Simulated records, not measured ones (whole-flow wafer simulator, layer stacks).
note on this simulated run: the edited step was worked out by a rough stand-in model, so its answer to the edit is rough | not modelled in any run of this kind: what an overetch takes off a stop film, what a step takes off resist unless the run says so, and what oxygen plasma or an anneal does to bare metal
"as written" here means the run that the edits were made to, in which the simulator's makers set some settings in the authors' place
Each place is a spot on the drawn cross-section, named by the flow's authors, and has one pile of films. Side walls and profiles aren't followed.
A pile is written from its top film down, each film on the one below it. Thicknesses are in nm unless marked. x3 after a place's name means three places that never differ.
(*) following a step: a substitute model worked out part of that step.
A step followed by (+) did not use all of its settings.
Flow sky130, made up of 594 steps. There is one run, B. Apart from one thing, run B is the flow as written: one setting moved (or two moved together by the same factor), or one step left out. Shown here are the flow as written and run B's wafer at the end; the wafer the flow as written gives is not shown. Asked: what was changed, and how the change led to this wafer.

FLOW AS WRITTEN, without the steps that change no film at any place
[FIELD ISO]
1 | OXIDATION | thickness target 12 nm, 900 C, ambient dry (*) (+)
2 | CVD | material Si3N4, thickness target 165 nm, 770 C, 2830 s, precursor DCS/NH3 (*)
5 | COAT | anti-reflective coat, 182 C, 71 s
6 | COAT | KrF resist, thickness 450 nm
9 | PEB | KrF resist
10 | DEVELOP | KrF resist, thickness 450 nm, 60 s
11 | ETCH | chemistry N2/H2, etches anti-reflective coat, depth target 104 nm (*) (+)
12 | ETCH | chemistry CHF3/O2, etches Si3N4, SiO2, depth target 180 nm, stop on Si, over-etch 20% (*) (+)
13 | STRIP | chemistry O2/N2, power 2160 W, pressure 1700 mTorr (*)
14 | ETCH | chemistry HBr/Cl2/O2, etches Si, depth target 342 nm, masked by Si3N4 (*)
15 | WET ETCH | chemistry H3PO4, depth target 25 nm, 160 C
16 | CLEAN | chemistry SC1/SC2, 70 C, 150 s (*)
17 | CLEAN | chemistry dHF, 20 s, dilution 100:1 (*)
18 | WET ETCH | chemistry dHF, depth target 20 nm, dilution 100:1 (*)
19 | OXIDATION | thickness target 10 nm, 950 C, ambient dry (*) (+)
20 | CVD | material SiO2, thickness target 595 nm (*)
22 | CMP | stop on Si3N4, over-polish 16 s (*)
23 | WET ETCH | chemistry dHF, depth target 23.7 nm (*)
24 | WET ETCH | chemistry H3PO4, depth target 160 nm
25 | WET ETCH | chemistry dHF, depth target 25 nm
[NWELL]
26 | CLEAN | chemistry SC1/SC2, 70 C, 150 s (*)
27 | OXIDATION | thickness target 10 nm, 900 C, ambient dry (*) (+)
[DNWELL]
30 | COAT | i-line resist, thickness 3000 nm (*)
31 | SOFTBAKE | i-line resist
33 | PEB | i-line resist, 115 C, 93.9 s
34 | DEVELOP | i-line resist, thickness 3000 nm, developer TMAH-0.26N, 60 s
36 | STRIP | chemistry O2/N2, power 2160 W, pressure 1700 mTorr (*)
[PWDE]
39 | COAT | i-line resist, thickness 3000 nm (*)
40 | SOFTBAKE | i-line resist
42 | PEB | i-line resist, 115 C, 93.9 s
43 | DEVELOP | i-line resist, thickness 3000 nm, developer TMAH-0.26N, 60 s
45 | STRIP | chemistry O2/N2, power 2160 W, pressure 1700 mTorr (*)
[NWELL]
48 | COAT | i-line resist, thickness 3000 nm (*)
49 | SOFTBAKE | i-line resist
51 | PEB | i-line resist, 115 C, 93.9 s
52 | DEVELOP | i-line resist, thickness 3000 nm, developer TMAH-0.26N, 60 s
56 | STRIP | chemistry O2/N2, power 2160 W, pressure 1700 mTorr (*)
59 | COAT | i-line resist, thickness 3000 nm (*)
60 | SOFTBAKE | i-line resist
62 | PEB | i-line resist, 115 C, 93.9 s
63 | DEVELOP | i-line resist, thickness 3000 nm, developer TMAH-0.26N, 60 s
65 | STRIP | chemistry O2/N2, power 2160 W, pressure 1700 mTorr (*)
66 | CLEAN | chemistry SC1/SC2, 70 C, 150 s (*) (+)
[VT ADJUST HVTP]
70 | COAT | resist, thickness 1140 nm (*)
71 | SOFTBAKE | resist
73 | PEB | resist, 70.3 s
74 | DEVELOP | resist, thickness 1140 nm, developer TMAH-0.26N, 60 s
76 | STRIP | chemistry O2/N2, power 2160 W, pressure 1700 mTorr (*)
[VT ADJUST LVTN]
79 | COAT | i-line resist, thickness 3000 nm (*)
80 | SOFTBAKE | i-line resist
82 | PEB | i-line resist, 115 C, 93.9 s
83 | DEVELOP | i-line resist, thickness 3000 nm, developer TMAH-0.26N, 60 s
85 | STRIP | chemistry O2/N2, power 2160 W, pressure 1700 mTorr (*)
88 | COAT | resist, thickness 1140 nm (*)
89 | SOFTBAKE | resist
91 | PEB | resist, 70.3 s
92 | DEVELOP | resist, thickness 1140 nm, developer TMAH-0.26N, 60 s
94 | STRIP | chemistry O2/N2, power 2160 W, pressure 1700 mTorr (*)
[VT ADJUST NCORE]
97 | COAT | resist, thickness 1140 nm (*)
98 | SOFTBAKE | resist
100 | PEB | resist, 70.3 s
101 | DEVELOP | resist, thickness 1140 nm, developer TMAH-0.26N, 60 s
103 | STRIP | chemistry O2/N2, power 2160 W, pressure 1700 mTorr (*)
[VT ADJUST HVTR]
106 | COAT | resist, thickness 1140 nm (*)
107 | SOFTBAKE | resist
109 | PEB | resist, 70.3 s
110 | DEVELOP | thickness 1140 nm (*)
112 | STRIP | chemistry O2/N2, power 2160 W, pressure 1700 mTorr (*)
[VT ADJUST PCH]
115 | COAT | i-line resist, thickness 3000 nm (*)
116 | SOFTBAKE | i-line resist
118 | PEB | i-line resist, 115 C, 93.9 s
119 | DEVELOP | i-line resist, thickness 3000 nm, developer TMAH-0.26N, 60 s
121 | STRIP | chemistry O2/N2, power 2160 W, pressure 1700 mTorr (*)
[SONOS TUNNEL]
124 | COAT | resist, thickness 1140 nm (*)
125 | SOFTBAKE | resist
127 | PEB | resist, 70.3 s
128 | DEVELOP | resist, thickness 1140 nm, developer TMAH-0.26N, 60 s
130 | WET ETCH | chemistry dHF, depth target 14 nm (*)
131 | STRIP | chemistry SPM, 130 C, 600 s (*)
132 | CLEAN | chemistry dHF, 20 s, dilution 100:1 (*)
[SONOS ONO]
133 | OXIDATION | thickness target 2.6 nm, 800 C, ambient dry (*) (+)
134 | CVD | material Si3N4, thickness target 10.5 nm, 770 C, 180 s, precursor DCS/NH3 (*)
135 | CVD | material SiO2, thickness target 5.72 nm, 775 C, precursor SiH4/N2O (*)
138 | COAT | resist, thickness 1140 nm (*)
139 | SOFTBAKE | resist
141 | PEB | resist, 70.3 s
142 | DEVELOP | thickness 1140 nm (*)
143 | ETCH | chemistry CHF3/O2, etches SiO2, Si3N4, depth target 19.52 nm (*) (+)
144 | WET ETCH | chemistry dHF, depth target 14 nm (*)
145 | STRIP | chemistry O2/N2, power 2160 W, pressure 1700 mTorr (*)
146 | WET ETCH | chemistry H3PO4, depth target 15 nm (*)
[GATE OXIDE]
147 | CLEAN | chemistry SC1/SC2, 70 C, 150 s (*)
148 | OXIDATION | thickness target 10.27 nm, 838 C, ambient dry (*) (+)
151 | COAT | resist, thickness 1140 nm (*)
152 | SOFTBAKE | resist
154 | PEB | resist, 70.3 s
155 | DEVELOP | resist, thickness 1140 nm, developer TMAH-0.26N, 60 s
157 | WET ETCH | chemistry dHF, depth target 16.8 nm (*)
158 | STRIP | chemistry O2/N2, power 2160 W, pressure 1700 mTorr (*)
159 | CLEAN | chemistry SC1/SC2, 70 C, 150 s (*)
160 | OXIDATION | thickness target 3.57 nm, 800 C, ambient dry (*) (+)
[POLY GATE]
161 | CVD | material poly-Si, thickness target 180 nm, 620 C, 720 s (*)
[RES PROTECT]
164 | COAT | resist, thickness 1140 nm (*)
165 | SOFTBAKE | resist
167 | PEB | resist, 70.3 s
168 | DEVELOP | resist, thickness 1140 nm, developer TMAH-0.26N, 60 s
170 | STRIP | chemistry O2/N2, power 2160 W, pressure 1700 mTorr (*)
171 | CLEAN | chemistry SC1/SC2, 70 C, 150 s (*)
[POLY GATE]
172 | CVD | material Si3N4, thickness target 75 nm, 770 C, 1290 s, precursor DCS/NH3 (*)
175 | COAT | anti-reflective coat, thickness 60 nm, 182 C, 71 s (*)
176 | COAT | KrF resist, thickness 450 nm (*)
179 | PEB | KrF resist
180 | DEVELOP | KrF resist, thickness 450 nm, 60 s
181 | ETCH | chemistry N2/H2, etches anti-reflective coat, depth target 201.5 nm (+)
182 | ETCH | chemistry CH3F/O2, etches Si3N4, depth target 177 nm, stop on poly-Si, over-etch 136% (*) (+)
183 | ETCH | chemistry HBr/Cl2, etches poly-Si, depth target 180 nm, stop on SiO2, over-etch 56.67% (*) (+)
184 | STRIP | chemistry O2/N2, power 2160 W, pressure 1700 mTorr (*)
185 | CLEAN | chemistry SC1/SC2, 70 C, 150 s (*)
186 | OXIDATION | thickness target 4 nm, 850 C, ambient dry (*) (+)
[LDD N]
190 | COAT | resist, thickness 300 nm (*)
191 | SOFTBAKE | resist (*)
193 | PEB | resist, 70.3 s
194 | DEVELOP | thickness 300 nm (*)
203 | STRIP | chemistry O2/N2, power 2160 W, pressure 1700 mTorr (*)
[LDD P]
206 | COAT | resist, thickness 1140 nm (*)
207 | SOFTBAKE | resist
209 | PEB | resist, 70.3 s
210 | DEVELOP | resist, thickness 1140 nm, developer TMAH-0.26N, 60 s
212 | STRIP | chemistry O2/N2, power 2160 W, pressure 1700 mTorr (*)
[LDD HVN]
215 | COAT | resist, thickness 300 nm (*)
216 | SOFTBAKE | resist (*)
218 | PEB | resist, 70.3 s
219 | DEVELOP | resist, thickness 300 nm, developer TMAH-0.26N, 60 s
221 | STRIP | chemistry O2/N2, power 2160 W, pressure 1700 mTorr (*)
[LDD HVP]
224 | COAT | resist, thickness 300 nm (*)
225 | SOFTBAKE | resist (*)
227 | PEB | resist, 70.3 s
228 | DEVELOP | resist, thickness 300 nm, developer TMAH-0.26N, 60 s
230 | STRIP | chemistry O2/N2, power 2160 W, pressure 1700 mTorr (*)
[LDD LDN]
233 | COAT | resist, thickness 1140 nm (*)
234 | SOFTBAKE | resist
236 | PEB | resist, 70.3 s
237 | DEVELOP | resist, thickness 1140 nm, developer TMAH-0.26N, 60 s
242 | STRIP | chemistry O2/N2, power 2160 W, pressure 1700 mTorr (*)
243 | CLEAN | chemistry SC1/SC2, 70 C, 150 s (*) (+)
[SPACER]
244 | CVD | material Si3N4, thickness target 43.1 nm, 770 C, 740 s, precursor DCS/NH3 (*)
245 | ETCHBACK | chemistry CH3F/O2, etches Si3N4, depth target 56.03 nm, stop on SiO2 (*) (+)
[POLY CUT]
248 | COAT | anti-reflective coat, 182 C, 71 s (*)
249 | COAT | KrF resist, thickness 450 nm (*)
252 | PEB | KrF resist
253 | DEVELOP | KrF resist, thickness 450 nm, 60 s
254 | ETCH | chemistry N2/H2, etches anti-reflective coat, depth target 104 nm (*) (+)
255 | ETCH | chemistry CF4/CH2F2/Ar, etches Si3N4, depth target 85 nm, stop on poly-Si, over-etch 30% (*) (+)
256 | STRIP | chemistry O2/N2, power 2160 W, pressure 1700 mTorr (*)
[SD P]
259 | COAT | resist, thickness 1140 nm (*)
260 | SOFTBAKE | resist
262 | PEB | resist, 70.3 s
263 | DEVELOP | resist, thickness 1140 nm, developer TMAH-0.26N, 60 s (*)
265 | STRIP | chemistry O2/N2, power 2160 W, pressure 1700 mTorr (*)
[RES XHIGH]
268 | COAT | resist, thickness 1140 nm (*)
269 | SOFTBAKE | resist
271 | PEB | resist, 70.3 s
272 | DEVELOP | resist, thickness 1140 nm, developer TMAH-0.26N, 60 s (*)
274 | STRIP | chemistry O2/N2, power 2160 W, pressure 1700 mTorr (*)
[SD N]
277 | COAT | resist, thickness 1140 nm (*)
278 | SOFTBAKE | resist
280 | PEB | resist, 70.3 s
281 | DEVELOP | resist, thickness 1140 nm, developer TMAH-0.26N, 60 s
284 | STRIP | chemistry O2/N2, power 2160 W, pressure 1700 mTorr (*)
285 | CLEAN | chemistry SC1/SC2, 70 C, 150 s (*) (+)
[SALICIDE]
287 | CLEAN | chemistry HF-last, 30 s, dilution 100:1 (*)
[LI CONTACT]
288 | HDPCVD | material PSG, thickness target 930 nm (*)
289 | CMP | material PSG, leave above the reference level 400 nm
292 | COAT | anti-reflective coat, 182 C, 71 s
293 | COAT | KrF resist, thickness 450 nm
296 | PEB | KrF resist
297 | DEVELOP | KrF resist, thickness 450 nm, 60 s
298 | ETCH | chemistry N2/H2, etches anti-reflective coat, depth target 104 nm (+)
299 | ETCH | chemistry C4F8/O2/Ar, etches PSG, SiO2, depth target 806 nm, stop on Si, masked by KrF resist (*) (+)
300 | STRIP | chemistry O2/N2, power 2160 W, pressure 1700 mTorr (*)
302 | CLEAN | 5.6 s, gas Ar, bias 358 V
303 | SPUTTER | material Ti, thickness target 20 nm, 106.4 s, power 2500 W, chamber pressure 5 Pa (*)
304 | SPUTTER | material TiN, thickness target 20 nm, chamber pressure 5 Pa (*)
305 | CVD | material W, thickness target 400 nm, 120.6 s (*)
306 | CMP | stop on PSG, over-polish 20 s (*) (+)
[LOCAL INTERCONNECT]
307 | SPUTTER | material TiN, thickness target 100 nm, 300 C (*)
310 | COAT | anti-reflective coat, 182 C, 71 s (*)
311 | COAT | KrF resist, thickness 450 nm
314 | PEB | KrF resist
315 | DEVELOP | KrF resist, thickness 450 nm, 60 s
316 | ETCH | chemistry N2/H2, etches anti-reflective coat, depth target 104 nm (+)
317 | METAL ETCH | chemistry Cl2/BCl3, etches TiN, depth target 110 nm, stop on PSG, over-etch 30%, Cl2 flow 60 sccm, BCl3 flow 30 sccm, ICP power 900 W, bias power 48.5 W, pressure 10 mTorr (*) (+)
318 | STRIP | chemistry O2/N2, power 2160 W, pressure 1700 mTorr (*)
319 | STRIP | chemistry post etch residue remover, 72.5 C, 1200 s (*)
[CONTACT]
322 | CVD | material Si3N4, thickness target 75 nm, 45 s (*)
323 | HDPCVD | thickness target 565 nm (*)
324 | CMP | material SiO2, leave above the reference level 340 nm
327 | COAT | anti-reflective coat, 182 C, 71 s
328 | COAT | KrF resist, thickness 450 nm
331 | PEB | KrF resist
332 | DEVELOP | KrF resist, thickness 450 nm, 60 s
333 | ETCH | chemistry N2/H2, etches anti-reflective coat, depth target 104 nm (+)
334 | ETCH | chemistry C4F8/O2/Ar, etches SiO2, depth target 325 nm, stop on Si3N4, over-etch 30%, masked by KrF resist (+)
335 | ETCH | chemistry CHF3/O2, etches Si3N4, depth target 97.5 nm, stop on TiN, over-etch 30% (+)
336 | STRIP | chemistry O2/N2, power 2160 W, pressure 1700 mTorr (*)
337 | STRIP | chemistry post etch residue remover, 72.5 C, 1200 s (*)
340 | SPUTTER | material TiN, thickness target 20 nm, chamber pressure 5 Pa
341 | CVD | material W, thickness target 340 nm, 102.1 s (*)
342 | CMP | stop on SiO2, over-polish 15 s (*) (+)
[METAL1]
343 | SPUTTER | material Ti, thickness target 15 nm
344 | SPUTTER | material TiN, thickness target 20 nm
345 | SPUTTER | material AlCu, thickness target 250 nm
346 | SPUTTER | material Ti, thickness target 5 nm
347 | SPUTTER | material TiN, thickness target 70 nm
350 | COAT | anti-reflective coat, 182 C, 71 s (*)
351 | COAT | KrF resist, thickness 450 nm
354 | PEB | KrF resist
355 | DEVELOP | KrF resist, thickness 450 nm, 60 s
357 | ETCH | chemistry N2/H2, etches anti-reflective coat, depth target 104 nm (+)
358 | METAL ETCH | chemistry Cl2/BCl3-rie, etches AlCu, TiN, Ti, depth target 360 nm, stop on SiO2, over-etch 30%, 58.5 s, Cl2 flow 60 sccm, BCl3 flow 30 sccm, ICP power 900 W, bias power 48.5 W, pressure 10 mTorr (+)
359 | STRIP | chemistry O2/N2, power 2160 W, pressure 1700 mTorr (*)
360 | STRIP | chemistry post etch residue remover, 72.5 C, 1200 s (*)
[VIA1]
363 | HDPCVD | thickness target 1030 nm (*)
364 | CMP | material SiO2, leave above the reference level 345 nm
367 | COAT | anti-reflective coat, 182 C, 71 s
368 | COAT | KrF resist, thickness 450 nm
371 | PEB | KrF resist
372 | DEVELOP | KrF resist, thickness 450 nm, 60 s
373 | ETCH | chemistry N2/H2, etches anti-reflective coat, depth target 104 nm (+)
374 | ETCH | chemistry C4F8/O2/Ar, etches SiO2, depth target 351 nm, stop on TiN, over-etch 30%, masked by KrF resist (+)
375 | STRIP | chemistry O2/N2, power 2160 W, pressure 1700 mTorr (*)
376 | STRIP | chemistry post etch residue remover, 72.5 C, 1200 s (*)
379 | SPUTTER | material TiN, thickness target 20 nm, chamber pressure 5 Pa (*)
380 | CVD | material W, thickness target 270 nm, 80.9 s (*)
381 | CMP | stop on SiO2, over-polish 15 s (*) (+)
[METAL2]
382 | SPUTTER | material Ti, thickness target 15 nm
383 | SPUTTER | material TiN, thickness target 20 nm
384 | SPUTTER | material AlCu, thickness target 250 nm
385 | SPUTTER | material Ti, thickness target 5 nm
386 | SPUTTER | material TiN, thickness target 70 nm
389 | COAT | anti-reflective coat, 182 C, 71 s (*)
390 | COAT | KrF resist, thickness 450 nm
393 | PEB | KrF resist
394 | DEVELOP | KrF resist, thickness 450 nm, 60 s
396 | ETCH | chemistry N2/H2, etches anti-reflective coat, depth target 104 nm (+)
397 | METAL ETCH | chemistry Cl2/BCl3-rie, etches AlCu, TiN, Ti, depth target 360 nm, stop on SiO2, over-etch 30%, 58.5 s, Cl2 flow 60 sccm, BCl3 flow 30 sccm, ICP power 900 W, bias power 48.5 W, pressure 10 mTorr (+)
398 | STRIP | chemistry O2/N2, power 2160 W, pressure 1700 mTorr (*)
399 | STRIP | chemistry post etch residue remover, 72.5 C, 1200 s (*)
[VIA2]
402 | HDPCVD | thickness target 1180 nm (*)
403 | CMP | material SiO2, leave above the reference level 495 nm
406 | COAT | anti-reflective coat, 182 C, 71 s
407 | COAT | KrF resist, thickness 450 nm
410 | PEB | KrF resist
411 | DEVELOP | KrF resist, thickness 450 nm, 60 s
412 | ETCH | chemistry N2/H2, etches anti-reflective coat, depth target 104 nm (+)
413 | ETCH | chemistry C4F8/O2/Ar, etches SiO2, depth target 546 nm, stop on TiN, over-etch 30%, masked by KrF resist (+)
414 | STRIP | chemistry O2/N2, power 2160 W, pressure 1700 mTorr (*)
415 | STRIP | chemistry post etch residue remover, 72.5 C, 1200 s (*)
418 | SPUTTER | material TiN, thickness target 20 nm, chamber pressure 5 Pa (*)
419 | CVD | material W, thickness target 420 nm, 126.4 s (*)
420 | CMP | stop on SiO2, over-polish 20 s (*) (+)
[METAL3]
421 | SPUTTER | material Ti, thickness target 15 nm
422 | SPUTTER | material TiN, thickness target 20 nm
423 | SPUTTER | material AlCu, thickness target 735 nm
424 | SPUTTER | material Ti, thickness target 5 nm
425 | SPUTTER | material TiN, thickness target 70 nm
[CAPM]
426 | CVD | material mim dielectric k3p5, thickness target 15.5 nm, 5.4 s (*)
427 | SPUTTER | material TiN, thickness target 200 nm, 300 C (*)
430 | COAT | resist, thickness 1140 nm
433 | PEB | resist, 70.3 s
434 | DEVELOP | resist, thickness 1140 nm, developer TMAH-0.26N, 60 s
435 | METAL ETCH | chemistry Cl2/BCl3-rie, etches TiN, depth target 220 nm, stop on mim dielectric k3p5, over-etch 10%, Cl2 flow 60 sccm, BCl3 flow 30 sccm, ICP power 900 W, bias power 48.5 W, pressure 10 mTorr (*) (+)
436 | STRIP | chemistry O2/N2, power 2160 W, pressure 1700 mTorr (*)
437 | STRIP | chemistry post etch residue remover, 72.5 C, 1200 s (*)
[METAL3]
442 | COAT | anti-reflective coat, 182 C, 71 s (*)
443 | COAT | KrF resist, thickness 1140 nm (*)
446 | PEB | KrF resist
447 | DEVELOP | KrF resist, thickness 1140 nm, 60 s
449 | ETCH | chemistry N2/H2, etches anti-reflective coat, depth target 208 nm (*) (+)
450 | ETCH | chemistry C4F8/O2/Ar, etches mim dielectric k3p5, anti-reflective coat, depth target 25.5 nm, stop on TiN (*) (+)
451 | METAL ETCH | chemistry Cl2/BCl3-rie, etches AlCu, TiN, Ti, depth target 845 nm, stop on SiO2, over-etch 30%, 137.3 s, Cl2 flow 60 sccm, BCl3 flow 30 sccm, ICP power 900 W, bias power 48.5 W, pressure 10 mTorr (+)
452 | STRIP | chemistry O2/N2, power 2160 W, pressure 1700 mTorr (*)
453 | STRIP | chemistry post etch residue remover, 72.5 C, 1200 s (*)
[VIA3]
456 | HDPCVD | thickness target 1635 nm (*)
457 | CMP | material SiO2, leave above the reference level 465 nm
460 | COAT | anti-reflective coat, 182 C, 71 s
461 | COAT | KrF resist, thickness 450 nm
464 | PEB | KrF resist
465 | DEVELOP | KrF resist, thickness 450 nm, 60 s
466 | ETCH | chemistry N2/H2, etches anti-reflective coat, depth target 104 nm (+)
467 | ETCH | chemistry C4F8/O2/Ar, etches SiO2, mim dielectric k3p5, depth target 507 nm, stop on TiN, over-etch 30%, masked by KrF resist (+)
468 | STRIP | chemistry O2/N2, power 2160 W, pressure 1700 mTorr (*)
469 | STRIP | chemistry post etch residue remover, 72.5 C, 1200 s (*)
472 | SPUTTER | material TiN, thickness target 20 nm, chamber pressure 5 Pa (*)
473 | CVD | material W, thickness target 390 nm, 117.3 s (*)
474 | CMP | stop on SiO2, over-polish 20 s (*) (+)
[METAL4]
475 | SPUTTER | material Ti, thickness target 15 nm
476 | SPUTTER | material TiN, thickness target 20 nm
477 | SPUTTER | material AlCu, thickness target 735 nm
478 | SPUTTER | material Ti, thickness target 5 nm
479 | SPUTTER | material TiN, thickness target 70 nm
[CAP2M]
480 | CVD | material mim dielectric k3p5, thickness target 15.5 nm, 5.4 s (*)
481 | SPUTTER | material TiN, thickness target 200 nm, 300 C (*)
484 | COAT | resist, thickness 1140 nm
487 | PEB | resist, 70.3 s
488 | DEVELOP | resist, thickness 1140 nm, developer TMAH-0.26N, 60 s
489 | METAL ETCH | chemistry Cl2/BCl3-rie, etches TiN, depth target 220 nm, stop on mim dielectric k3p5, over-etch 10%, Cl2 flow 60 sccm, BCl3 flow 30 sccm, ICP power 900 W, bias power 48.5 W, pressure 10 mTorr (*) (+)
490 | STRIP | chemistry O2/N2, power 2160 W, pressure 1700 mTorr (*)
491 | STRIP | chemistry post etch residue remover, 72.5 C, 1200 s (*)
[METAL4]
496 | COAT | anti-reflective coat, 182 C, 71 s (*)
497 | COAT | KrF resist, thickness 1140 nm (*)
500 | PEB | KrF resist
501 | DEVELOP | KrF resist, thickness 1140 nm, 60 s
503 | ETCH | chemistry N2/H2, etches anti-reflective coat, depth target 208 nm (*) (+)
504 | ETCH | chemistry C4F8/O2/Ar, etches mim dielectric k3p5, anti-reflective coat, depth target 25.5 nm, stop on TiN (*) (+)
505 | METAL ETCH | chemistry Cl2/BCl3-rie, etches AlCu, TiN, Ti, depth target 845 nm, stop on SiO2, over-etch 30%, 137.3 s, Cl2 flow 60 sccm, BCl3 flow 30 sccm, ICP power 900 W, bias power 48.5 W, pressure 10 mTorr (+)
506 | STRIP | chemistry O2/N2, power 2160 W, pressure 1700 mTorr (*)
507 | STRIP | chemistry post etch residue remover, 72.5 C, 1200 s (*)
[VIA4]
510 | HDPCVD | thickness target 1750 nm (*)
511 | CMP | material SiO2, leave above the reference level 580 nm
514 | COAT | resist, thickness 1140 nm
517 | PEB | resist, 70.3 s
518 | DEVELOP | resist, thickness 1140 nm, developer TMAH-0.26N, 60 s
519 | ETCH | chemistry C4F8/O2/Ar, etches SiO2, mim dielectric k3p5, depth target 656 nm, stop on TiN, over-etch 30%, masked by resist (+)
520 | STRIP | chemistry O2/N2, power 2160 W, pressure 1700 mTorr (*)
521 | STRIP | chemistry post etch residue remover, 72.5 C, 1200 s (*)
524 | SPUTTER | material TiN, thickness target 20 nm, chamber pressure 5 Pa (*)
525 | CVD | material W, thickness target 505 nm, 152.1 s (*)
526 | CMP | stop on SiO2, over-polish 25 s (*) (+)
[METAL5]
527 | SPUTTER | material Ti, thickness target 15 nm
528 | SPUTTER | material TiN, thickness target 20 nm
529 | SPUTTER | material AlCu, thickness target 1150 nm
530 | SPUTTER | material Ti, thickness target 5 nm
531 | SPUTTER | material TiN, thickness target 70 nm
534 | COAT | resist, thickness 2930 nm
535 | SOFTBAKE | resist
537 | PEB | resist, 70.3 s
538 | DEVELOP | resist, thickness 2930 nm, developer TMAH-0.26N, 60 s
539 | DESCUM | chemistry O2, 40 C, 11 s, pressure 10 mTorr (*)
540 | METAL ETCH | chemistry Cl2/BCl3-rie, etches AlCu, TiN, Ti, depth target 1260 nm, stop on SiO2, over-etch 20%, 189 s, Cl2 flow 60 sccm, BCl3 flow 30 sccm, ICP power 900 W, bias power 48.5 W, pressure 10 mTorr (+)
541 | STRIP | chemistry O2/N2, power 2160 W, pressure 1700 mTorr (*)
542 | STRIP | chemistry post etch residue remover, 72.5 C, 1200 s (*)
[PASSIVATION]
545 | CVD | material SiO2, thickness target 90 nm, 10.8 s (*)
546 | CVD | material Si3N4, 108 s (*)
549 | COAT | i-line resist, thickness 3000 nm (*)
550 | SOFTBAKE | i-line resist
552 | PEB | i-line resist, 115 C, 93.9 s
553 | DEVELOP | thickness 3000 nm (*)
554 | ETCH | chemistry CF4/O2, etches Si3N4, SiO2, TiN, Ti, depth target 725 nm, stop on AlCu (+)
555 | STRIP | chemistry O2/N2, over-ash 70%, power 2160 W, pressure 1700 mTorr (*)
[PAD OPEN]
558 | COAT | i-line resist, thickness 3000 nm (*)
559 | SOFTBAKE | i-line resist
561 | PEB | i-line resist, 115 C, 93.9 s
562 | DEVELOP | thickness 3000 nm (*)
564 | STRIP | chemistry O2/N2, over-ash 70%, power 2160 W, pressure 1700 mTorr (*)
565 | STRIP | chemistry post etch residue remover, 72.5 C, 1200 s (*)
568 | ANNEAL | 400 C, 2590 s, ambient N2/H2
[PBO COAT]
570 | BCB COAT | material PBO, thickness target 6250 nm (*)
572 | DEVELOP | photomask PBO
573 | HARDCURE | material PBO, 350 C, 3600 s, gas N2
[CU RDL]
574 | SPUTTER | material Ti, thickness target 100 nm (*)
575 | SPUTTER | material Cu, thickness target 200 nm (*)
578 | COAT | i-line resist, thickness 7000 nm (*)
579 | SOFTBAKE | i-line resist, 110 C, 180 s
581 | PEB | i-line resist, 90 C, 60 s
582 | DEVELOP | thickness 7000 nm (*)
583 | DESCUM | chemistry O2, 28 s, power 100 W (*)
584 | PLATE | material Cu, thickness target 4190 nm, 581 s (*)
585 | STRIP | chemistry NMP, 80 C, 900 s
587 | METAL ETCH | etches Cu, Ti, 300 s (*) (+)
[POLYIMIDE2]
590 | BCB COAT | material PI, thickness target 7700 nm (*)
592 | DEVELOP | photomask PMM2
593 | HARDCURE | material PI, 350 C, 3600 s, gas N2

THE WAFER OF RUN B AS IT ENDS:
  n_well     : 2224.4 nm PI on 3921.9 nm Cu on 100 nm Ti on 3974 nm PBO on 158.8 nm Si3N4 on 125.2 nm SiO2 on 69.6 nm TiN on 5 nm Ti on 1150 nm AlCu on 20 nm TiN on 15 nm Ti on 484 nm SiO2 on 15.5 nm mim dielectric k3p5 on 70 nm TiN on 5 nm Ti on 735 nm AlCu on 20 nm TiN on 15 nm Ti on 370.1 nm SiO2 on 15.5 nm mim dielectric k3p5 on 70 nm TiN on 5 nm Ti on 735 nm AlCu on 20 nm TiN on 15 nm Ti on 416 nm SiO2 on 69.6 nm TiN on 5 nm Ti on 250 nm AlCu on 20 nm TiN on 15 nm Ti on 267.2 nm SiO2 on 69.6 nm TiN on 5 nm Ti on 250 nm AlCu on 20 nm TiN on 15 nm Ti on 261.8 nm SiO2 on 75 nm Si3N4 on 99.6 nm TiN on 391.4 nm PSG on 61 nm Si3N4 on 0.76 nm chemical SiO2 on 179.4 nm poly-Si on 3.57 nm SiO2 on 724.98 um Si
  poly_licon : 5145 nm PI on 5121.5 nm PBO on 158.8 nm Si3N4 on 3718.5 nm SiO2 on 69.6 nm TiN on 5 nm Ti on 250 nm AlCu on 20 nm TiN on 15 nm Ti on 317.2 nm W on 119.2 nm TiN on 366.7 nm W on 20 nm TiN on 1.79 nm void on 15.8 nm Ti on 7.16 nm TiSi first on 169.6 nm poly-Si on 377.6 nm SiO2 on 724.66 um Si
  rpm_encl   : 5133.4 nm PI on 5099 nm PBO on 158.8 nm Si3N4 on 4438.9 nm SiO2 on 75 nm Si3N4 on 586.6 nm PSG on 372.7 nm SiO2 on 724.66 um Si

The reason: step 575, SPUTTER: thickness target 122 nm was run, whereas the flow has thickness target 200 nm.

Step by step, how the change led to this:
  575 | SPUTTER | material Cu, thickness target 200 nm (*)
      field, active, n_well and 190 more: Cu gains 122 (new film) (in the flow as written it would be: Cu gains 200 (new film))
  587 | METAL ETCH | etches Cu, Ti, 300 s (*) (+)
      field, active, gate and 167 more: Cu loses 122 (all of it), Ti loses 100 (all of it) (in the flow as written it would be: Cu loses 200 (all of it), Ti loses 100 (all of it))
  590 | BCB COAT | material PI, thickness target 7700 nm (*)
      n_well, p_well, sd_n, sd_p: PI gains 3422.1 (new film) (in the flow as written it would be: PI gains 3344.1 (new film))
      sd_hvn: PI gains 3786.4 (new film) (in the flow as written it would be: PI gains 3710.6 (new film))
      (as well as at 2 more places)
  593 | HARDCURE | material PI, 350 C, 3600 s, gas N2
      n_well, p_well, sd_n, sd_p: PI loses 1197.7 (in the flow as written it would be: PI loses 1170.4)
